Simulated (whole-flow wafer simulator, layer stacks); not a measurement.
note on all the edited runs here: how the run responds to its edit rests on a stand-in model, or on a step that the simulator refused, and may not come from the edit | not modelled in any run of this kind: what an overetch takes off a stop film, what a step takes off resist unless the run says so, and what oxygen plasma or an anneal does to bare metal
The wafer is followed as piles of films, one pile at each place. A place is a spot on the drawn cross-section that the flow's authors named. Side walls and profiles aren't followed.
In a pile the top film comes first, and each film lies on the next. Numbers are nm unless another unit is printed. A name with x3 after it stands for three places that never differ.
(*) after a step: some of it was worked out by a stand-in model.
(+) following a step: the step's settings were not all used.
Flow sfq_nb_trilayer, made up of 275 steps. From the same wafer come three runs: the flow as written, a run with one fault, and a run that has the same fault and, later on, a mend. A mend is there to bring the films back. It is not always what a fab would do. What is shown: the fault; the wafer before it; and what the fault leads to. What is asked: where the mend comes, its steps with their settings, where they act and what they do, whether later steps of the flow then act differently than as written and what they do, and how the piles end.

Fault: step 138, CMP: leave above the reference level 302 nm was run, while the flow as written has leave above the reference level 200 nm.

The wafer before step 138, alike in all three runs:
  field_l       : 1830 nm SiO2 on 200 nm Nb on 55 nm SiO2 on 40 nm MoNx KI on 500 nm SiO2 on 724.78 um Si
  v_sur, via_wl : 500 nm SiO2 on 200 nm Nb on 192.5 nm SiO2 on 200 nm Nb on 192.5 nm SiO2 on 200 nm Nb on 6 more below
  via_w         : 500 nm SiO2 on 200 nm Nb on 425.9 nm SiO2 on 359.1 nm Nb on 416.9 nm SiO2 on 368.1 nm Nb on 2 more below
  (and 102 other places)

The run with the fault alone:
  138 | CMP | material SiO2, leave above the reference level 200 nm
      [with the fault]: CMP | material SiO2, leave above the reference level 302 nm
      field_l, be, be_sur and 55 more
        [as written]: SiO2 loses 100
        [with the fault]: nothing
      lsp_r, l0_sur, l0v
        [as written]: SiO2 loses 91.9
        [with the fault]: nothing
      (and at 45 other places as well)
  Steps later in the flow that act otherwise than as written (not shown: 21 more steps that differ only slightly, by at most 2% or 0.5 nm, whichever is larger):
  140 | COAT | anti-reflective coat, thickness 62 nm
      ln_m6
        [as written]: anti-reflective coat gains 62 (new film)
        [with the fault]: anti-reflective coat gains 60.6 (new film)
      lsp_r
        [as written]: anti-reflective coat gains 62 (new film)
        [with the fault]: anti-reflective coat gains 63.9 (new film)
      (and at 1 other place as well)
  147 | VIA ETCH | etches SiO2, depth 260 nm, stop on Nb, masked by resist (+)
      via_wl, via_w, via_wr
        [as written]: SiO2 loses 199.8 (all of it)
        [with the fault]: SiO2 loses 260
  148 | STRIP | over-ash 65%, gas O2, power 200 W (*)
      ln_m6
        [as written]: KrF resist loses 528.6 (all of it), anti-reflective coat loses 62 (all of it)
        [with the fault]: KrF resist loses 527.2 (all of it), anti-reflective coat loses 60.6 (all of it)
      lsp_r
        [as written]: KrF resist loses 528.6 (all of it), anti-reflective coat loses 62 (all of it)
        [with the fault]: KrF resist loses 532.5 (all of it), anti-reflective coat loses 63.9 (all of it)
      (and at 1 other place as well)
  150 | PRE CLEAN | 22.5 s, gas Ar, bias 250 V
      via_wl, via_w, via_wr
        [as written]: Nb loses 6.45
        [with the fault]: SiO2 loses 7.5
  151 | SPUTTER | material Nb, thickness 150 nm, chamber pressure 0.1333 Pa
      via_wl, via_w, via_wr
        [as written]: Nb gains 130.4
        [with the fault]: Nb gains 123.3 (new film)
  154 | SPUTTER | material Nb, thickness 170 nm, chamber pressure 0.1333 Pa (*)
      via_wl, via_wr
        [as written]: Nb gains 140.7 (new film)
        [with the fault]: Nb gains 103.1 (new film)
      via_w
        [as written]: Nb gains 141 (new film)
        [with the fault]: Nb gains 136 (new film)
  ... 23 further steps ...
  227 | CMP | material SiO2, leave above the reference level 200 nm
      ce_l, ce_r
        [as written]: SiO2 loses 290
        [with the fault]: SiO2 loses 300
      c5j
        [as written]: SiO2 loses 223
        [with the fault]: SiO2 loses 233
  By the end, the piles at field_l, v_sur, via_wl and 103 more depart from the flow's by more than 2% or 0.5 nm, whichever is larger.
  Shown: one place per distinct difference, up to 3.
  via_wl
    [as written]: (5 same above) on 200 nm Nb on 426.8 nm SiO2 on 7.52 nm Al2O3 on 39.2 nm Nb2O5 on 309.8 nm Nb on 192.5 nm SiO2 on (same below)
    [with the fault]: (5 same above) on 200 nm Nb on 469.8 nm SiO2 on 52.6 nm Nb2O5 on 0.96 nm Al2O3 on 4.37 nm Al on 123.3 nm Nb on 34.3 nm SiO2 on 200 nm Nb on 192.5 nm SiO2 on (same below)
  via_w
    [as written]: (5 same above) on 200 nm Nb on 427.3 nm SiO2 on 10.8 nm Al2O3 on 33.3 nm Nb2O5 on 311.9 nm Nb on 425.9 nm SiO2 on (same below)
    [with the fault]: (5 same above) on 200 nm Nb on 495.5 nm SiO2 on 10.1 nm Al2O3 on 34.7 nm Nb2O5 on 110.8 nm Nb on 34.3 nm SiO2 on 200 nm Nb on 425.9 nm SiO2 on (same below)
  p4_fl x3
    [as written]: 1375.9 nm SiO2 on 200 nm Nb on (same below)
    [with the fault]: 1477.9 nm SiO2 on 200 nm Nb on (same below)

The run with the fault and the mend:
  After step 145 comes the mend.
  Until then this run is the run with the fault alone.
  145a | STRIP | over-ash 65%, gas O2, power 200 W (*)
      r_sur, res, r_end, p4_fl x3, p4_w1 x3, p4_g1 x2
        KrF resist loses 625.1 (all of it), anti-reflective coat loses 62 (all of it)
      jj_sur, ce_l, c5j and 7 more
        KrF resist loses 625.2 (all of it), anti-reflective coat loses 62 (all of it)
      m0r_line_l, m0r_line_r, r5r_space_c, r5r_line_r, m6r_line_l, m6r_line_r, m7r_line_l, m7r_line_r
        KrF resist loses 625.4 (all of it), anti-reflective coat loses 62.1 (all of it)
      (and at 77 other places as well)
  145b | CMP | material SiO2, leave above the reference level 200 nm (the flow's step 138, run once more)
      field_l, be, be_sur and 55 more
        SiO2 loses 100
      v_sur, via_wl, via_w and 42 more
        SiO2 loses 102
      lsp_r, l0_sur, l0v
        SiO2 loses 91.9
  145c | COAT | anti-reflective coat, thickness 62 nm (the flow's step 140, run once more)
      field_l, v_sur, via_wl and 103 more
        anti-reflective coat gains 62 (new film)
  145d | COAT | KrF resist, thickness 650 nm (the flow's step 141, run once more)
      field_l, v_sur, via_wl and 103 more
        KrF resist gains 650 (new film)
  145e | SOFTBAKE | KrF resist (the flow's step 142, run once more)
      alters no film at any place that is followed
  145f | EXPOSE | photomask I4, dose 11.93 mJ/cm2, NA 0.6, wavelength 248 nm (*) (the flow's step 143, run once more)
      alters no film at any place that is followed
  145g | PEB | KrF resist, 90 s (the flow's step 144, run once more)
      field_l, v_sur, via_wl and 103 more
        KrF resist loses 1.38
  145h | DEVELOP | KrF resist, thickness 650 nm, 60 s (the flow's step 145, run once more)
      field_l, v_sur, via_sp and 100 more
        KrF resist loses 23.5
      via_wl, via_w, via_wr
        KrF resist loses 648.6 (all of it)
  Later steps of the flow that are run all act as written at every place that is followed.
  By the end, the piles equal the flow's at every place that both follow.
